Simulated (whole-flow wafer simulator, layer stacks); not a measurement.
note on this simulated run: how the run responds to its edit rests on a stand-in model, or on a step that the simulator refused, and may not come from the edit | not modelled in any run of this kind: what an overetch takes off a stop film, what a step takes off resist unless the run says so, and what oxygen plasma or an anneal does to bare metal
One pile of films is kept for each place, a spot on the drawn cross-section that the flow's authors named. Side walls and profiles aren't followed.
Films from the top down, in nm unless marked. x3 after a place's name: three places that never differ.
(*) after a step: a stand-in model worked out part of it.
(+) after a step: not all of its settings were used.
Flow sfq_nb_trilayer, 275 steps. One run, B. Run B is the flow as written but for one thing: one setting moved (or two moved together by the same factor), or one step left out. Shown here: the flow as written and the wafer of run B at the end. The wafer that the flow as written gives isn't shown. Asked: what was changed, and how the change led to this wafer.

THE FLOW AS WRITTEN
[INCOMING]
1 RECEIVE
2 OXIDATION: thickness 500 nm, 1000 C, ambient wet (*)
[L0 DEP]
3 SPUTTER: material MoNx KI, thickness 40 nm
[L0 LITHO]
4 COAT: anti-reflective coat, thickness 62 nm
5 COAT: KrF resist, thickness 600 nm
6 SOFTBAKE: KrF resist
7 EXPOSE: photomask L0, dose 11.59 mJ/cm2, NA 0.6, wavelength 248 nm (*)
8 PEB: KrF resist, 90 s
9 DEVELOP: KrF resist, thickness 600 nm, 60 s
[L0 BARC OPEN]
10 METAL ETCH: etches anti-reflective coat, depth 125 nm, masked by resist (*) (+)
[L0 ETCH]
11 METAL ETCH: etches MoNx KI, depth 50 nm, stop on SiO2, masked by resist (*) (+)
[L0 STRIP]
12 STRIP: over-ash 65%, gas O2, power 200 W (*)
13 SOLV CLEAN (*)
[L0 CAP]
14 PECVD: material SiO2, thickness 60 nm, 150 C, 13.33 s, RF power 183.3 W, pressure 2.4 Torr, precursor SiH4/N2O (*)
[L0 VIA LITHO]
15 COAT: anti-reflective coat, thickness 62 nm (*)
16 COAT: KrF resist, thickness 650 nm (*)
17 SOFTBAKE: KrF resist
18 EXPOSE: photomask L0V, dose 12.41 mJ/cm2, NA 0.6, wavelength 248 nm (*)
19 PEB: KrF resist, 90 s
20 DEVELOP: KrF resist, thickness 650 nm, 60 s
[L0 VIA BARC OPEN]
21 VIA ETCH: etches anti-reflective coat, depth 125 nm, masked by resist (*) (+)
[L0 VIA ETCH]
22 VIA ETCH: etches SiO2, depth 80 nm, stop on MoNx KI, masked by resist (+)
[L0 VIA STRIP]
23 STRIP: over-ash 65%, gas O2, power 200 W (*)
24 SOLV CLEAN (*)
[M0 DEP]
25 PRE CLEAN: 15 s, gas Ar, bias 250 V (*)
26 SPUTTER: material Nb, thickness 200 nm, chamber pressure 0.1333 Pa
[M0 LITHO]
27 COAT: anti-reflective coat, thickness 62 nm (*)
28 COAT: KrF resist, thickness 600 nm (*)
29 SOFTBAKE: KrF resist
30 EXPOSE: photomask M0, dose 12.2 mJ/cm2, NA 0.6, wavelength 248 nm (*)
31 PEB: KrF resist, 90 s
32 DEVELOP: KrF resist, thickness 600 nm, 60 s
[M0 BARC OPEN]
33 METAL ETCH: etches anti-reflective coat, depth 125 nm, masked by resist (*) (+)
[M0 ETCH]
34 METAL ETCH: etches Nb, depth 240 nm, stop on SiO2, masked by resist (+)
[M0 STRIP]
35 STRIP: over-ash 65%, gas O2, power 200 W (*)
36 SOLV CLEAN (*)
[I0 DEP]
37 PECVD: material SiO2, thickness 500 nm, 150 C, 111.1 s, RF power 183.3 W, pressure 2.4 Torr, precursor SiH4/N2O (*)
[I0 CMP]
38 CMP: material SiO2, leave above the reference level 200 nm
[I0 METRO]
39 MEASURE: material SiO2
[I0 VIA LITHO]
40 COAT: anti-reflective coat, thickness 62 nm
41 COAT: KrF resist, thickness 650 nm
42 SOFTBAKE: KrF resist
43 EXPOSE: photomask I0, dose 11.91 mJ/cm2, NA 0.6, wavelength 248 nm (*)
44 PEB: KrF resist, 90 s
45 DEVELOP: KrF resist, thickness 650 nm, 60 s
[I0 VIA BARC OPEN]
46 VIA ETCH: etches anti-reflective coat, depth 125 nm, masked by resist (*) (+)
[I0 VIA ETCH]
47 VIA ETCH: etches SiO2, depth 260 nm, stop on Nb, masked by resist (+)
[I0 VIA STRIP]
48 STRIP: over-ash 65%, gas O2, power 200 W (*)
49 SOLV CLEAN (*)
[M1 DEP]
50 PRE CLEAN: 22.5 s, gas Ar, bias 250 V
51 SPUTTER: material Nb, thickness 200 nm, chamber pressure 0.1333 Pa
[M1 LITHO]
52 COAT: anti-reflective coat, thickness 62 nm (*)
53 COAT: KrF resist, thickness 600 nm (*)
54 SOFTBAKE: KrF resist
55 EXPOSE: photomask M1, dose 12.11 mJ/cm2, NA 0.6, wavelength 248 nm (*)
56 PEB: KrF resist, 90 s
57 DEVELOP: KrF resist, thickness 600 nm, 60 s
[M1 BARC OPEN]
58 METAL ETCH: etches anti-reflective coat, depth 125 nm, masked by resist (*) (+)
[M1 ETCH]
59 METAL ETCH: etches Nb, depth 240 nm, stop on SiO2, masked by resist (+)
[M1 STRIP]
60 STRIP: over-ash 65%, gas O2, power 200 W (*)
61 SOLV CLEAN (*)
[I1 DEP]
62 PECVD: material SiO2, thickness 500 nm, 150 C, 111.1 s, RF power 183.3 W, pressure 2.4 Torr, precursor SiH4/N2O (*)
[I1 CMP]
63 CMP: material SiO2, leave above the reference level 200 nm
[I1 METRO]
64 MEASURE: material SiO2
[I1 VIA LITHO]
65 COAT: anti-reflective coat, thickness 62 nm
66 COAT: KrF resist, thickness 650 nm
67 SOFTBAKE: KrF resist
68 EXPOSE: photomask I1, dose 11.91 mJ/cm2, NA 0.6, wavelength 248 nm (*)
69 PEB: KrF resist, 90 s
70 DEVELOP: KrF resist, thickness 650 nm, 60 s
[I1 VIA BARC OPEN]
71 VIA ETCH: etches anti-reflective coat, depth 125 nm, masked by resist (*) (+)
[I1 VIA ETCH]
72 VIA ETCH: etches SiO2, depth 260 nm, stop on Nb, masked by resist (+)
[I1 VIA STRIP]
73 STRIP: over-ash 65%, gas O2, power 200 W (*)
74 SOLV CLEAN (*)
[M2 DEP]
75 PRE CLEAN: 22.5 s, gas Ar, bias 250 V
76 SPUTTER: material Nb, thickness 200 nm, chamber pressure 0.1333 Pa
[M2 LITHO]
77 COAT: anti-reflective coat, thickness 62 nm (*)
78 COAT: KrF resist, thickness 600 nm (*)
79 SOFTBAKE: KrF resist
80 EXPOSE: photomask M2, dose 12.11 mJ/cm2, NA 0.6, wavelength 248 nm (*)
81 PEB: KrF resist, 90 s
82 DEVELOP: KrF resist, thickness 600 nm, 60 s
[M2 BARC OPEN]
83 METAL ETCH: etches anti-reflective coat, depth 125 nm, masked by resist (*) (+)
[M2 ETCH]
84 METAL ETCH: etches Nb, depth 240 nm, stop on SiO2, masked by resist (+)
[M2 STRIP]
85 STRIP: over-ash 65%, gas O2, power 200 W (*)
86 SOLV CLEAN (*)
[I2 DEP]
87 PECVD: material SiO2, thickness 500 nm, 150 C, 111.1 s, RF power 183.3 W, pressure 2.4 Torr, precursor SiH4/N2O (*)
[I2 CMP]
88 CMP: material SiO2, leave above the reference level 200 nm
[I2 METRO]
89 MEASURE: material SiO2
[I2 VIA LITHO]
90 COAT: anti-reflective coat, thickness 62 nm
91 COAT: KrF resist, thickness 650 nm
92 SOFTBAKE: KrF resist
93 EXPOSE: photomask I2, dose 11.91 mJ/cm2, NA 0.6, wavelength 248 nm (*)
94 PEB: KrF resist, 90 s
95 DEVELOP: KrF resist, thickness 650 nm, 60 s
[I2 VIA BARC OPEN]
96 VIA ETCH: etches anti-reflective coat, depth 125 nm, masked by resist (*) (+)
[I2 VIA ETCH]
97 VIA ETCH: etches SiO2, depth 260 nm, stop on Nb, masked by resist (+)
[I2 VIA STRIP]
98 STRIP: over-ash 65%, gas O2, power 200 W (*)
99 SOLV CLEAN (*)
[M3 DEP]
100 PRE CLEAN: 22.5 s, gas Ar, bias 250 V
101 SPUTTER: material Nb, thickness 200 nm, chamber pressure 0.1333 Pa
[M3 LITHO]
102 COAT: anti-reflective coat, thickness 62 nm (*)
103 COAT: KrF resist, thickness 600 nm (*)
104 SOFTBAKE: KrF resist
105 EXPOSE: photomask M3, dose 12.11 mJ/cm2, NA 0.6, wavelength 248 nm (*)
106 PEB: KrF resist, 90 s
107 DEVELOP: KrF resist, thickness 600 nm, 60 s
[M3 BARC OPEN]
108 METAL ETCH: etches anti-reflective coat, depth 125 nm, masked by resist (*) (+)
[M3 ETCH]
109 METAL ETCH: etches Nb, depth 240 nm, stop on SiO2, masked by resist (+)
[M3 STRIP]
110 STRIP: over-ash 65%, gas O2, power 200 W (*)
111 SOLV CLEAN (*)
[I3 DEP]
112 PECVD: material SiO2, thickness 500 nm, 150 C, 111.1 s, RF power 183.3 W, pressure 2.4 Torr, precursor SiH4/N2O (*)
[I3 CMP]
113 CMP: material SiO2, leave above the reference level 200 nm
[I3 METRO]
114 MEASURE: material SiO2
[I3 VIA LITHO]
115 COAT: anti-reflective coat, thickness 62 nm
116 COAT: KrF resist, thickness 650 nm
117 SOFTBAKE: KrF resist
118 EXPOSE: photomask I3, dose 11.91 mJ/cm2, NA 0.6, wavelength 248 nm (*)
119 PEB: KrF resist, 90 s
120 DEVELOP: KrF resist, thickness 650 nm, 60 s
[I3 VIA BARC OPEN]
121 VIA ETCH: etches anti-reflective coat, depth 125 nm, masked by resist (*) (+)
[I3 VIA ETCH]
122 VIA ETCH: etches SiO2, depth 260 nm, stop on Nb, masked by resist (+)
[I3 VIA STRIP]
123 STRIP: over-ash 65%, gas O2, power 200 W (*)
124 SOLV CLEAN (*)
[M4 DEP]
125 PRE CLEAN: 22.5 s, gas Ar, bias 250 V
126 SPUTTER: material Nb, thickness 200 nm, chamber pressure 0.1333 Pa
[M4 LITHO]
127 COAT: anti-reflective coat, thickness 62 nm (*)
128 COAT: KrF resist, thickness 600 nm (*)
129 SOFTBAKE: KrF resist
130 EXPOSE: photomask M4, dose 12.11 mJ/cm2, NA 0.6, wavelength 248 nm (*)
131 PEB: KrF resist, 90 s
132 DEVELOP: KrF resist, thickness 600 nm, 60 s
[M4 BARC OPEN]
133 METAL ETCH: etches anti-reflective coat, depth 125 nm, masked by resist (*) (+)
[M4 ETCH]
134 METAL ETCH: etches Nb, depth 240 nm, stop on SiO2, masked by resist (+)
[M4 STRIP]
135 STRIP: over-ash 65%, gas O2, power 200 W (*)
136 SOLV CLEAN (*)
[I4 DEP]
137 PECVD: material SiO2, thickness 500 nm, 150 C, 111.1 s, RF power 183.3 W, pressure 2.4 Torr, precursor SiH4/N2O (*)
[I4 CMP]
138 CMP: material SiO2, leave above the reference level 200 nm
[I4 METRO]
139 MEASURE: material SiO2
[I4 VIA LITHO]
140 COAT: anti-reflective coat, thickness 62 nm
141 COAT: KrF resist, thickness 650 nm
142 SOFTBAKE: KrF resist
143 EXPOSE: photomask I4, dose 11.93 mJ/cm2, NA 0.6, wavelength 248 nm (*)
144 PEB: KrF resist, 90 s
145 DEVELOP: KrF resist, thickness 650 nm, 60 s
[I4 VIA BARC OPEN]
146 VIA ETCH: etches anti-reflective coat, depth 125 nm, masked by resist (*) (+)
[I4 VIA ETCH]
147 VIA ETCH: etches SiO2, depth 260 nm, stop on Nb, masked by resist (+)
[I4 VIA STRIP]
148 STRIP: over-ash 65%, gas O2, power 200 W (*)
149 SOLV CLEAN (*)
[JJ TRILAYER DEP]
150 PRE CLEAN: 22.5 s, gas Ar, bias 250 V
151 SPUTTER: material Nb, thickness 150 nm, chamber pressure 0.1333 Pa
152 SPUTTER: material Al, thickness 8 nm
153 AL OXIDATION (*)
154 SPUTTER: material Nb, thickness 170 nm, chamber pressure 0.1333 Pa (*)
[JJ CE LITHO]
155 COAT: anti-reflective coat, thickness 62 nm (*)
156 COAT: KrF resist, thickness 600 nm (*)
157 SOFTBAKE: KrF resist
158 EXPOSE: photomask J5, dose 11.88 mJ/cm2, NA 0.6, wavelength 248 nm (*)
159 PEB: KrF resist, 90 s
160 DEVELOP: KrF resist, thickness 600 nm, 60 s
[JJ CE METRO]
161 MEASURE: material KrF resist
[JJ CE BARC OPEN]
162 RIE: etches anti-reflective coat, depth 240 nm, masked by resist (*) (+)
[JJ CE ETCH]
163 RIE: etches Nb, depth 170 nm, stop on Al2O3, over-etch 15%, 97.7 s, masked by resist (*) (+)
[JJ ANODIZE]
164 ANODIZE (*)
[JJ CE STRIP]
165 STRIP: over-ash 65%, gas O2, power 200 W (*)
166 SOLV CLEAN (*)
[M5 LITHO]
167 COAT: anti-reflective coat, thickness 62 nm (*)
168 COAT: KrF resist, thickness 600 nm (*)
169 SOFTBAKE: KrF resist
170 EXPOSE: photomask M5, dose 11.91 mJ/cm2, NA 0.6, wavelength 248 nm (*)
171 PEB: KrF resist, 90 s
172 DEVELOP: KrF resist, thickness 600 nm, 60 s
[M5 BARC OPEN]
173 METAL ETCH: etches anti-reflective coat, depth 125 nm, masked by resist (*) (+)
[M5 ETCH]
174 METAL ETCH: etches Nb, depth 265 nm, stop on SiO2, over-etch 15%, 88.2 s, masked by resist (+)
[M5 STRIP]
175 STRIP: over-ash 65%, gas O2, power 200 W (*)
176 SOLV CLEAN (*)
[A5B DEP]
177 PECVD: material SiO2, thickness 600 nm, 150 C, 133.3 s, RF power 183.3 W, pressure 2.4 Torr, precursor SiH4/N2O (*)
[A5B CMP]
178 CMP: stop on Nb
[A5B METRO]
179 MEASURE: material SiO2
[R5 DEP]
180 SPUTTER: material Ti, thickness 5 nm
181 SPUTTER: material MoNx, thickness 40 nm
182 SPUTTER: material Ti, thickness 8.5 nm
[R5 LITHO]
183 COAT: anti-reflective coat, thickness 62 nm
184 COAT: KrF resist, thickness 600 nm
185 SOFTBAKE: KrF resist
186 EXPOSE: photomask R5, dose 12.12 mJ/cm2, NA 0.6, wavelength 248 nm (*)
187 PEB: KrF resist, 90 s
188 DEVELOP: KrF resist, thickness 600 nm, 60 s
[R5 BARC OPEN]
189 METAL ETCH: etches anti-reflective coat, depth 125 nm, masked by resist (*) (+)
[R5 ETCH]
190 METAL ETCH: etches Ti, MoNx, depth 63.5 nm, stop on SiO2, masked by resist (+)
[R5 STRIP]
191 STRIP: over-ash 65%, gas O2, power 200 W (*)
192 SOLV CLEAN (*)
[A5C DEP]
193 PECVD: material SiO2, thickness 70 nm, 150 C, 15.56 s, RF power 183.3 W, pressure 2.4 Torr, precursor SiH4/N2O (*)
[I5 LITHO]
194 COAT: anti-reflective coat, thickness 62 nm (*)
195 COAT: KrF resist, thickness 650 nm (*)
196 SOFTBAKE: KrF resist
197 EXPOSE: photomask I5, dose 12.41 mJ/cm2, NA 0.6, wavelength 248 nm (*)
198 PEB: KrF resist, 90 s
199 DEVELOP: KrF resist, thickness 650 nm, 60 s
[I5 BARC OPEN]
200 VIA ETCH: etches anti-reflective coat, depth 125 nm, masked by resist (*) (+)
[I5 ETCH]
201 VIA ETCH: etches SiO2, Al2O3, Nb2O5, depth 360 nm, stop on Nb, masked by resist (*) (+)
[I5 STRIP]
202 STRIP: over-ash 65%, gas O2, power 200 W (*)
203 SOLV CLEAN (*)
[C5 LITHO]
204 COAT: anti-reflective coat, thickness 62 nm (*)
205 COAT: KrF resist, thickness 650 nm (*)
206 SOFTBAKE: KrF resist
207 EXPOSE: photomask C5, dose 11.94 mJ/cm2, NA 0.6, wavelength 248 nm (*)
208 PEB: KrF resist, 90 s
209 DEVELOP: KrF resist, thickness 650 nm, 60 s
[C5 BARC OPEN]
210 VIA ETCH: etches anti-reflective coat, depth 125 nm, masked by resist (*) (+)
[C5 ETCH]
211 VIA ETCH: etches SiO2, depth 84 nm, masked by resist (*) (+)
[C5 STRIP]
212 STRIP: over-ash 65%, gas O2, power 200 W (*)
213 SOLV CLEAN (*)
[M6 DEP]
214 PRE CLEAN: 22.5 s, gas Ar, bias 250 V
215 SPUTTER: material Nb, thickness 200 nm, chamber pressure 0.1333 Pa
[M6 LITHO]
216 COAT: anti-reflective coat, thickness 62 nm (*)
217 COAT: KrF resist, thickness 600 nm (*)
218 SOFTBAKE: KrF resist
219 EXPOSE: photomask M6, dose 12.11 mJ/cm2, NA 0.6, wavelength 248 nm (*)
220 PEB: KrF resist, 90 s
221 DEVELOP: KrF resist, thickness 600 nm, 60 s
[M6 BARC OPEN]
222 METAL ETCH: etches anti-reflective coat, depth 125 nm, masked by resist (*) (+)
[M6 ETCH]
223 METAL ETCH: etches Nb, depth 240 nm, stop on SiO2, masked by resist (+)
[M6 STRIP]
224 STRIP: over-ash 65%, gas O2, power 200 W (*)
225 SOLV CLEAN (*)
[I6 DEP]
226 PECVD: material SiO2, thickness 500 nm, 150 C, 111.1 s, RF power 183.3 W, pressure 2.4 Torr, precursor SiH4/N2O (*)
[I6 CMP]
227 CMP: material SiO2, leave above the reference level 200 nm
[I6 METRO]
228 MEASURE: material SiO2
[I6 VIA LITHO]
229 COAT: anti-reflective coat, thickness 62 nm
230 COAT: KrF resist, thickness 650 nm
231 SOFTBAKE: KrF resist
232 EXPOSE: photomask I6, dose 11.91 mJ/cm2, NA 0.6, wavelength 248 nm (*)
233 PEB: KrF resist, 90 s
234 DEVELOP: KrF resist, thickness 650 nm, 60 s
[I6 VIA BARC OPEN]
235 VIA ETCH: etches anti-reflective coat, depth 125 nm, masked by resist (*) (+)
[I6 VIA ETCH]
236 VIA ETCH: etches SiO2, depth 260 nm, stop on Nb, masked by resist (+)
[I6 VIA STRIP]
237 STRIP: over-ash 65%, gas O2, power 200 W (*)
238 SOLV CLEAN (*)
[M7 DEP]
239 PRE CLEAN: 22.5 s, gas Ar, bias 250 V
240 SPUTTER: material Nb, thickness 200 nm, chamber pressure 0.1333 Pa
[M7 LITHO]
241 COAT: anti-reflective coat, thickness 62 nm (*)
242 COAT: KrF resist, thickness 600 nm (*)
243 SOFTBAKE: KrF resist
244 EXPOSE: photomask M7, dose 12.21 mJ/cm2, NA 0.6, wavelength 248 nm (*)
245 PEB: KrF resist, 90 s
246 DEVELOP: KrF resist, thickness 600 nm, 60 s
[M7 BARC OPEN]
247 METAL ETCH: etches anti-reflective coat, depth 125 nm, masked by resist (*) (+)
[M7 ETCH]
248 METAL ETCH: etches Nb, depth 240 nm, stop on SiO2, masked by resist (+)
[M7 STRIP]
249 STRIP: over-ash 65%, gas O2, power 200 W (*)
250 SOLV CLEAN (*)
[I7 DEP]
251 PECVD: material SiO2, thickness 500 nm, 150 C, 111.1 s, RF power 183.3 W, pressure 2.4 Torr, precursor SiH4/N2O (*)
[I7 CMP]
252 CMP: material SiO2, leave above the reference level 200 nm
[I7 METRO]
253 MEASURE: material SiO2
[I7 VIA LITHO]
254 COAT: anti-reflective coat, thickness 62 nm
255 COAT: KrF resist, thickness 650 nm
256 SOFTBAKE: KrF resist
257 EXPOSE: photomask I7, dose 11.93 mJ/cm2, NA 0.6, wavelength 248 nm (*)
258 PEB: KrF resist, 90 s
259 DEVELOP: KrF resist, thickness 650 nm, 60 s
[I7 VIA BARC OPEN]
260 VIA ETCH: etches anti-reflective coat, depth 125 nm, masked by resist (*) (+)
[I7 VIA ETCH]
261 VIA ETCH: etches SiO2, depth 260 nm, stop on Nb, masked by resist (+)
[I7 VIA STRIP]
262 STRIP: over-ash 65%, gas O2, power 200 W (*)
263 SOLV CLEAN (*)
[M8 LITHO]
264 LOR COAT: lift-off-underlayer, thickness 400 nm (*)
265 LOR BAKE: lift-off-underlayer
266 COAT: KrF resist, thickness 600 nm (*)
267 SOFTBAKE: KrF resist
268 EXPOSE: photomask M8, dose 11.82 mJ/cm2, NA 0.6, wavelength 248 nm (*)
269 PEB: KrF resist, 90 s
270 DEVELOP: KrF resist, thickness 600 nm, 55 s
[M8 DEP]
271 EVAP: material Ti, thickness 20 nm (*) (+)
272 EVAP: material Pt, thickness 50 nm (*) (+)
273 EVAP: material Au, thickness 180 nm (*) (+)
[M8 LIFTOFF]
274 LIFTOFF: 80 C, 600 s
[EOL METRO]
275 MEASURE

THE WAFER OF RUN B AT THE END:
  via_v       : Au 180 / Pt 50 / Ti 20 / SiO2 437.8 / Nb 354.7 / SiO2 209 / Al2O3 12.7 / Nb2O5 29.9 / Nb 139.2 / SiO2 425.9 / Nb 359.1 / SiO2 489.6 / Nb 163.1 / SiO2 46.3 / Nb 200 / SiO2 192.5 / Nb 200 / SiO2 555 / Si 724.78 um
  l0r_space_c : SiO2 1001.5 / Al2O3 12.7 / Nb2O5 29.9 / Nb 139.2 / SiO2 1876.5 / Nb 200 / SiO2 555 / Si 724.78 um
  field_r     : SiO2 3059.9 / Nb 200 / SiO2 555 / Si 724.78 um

The cause: step 63, CMP: leave above the reference level 314 nm was run, where the flow has leave above the reference level 200 nm.

How the change led to this, step by step:
  63 CMP: material SiO2, leave above the reference level 200 nm
      field_l, be, be_sur and 72 more: nothing (as written it would be: SiO2 -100)
      lsp_m, ln_m6, lsp_r, l0_sur, l0v: nothing (as written it would be: SiO2 -94.9)
      (and at 26 more places)
  65 COAT: anti-reflective coat, thickness 62 nm
      wl_g_sr, m0r_space_l, m0r_space_r, m6r_space_l, m6r_space_r, m7r_space_l, m7r_space_r: anti-reflective coat +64 (new film) (as written it would be: anti-reflective coat +62 (new film))
      field_l, r5r_line_c: anti-reflective coat +64.2 (new film) (as written it would be: anti-reflective coat +62 (new film))
      (and at 17 more places)
  72 VIA ETCH: etches SiO2, depth 260 nm, stop on Nb, masked by resist (+)
      via_v: SiO2 -260 (as written it would be: SiO2 -199.8 (all of it))
  73 STRIP: over-ash 65%, gas O2, power 200 W (*)
      m0r_space_l, m0r_space_r, m6r_space_l, m6r_space_r, m7r_space_l, m7r_space_r: KrF resist -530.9 (all of it), anti-reflective coat -64 (all of it) (as written it would be: KrF resist -528.6 (all of it), anti-reflective coat -62 (all of it))
      m5r_linepad_l, m5r_linepad_r: KrF resist -526.6 (all of it), anti-reflective coat -68.4 (all of it) (as written it would be: KrF resist -528.6 (all of it), anti-reflective coat -62 (all of it))
      (and at 18 more places)
  75 PRE CLEAN: 22.5 s, gas Ar, bias 250 V
      via_v: SiO2 -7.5 (as written it would be: Nb -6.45)
  76 SPUTTER: material Nb, thickness 200 nm, chamber pressure 0.1333 Pa
      via_v: Nb +163.1 (new film) (as written it would be: Nb +174.5)
  77 COAT: anti-reflective coat, thickness 62 nm (*)
      m0r_space_l, m0r_space_r, m6r_space_l, m6r_space_r, m7r_space_l, m7r_space_r: anti-reflective coat +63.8 (new film) (as written it would be: anti-reflective coat +62 (new film))
      p3_s0, r5r_line_c: anti-reflective coat +63.6 (new film) (as written it would be: anti-reflective coat +62 (new film))
      (and at 21 more places)
  78 COAT: KrF resist, thickness 600 nm (*)
      via_v: KrF resist +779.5 (new film) (as written it would be: KrF resist +733.7 (new film))
  83 METAL ETCH: etches anti-reflective coat, depth 125 nm, masked by resist (*) (+)
      m0r_space_l, m0r_space_r, m6r_space_l, m6r_space_r, m7r_space_l, m7r_space_r: anti-reflective coat -63.8 (all of it) (as written it would be: anti-reflective coat -62 (all of it))
      p3_s0, r5r_line_c: anti-reflective coat -63.6 (all of it) (as written it would be: anti-reflective coat -62 (all of it))
      (and at 13 more places)
  85 STRIP: over-ash 65%, gas O2, power 200 W (*)
      v_sur: KrF resist -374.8 (all of it), anti-reflective coat -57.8 (all of it) (as written it would be: KrF resist -380 (all of it), anti-reflective coat -61.4 (all of it))
      via_wl: KrF resist -372.8 (all of it), anti-reflective coat -59.9 (all of it) (as written it would be: KrF resist -379.5 (all of it), anti-reflective coat -61.3 (all of it))
      (and at 6 more places)
  87 PECVD: material SiO2, thickness 500 nm, 150 C, 111.1 s, RF power 183.3 W, pressure 2.4 Torr, precursor SiH4/N2O (*)
      via_v: SiO2 +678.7 (new film) (as written it would be: SiO2 +606 (new film))
  88 CMP: material SiO2, leave above the reference level 200 nm
      field_l, be, be_sur and 72 more: SiO2 -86 (as written it would be: SiO2 -100)
      lsp_m, ln_m6, lsp_r, l0_sur, l0v: SiO2 -80.9 (as written it would be: SiO2 -100)
Counting metal films that touch as one body, via_v has 7 bodies (between them, from the top down: SiO2 437.8; SiO2 209 / Al2O3 12.7 / Nb2O5 29.9; SiO2 425.9; SiO2 489.6; SiO2 46.3; SiO2 192.5); the flow as written gives 6 bodies (between them, from the top down: SiO2 437.8; SiO2 209 / Al2O3 12.7 / Nb2O5 29.9; SiO2 425.9; SiO2 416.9; SiO2 192.5).
